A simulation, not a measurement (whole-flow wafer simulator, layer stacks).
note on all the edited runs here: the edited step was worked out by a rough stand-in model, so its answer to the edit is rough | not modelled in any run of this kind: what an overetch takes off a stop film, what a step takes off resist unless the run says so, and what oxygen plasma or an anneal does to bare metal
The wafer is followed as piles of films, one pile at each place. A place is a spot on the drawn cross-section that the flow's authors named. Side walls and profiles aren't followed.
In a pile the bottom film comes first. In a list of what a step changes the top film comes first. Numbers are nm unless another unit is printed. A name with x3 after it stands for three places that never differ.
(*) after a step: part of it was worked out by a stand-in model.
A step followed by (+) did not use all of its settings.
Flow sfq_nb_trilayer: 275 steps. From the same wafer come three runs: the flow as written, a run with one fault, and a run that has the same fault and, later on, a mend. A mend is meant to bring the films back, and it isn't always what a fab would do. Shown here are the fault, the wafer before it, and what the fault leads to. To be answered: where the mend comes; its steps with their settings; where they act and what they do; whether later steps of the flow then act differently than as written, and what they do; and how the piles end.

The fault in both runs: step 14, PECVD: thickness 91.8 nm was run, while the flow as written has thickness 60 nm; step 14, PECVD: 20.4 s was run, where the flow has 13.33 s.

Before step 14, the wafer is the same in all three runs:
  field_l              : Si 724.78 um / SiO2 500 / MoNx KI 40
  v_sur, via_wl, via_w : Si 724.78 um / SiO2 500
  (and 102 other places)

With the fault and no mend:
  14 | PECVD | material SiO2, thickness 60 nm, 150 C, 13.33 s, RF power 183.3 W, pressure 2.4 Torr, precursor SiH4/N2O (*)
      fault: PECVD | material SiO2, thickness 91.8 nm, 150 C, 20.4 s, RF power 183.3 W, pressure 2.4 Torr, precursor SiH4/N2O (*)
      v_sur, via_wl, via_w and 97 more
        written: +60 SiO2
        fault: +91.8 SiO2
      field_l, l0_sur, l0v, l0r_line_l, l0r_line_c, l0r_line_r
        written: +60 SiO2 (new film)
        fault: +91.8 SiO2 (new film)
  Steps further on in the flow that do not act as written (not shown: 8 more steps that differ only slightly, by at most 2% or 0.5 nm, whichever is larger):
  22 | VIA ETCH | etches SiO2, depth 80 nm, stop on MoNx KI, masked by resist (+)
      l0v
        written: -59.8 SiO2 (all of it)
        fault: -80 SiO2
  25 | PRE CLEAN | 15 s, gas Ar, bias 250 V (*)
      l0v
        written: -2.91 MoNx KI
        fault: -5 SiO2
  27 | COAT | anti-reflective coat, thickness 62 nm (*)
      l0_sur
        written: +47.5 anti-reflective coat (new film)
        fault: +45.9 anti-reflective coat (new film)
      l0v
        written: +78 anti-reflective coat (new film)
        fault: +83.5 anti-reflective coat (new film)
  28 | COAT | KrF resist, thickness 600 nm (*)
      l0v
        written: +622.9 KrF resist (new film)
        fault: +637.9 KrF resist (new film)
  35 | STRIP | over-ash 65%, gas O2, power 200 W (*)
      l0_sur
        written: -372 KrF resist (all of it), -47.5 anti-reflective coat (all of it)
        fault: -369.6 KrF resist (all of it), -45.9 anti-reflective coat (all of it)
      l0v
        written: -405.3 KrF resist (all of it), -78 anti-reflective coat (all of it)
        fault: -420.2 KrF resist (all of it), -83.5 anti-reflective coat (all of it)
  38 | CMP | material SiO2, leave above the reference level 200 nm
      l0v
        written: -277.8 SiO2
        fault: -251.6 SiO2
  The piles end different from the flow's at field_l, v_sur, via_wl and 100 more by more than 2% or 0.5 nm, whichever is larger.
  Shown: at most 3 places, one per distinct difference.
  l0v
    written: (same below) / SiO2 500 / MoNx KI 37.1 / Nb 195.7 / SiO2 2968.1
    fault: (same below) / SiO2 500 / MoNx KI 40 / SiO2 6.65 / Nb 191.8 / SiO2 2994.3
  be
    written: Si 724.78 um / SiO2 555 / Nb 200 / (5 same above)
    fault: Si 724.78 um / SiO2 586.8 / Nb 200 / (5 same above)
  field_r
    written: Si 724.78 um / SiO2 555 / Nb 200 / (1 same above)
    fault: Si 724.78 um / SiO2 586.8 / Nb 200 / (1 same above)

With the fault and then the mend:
  The mend follows step 20.
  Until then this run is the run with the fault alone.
  20a | STRIP | over-ash 65%, gas O2, power 200 W (*)
      p4_fl x3, p4_w1 x9, p4_g1 x2 and 59 more
        -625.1 KrF resist (all of it), -62 anti-reflective coat (all of it)
      ce_l, c5j, ce_r, sp_r, be_r, r_sur
        -632 KrF resist (all of it), -63.7 anti-reflective coat (all of it)
      gap, jj_sur, res
        -632.1 KrF resist (all of it), -63.7 anti-reflective coat (all of it)
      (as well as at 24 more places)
  20b | VIA ETCH | etches SiO2, depth 31.8 nm
      field_l, v_sur, via_wl and 103 more
        -31.8 SiO2
  20c | COAT | anti-reflective coat, thickness 62 nm (*) (the flow's step 15, run once more)
      p4_fl x3, p4_w1 x9, p4_g1 x2 and 59 more
        +62 anti-reflective coat (new film)
      be_sur, gap, jj_sur and 8 more
        +63.7 anti-reflective coat (new film)
      wire, be, moat, field_r
        +63.8 anti-reflective coat (new film)
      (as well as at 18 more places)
  20d | COAT | KrF resist, thickness 650 nm (*) (the flow's step 16, run once more)
      p4_fl x3, p4_w1 x9, p4_g1 x2 and 59 more
        +650 KrF resist (new film)
      ce_l, c5j, ce_r, sp_r, be_r
        +656.9 KrF resist (new film)
      gap, jj_sur, r_sur, res
        +657 KrF resist (new film)
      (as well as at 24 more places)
  20e | SOFTBAKE | KrF resist (the flow's step 17, run once more)
      does not change any film at any place that is followed
  20f | EXPOSE | photomask L0V, dose 12.41 mJ/cm2, NA 0.6, wavelength 248 nm (*) (the flow's step 18, run once more)
      does not change any film at any place that is followed
  20g | PEB | KrF resist, 90 s (the flow's step 19, run once more)
      p4_fl x3, p4_w1 x9, p4_g1 x2 and 59 more
        -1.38 KrF resist
      via_v, wire, be and 15 more
        -1.39 KrF resist
      v_sur, via_w, via_wr, via_sp, lsp_m, ln_m6, lsp_r
        -1.4 KrF resist
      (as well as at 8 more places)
  20h | DEVELOP | KrF resist, thickness 650 nm, 60 s (the flow's step 20, run once more)
      field_l, v_sur, via_wl and 102 more
        -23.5 KrF resist
      l0v
        -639 KrF resist (all of it)
  Later steps of the flow that are run all act as written at every place that is followed, up to a difference of at most 2% or 0.5 nm, whichever is larger.
  At every place that both follow, the piles at the end match the flow's.
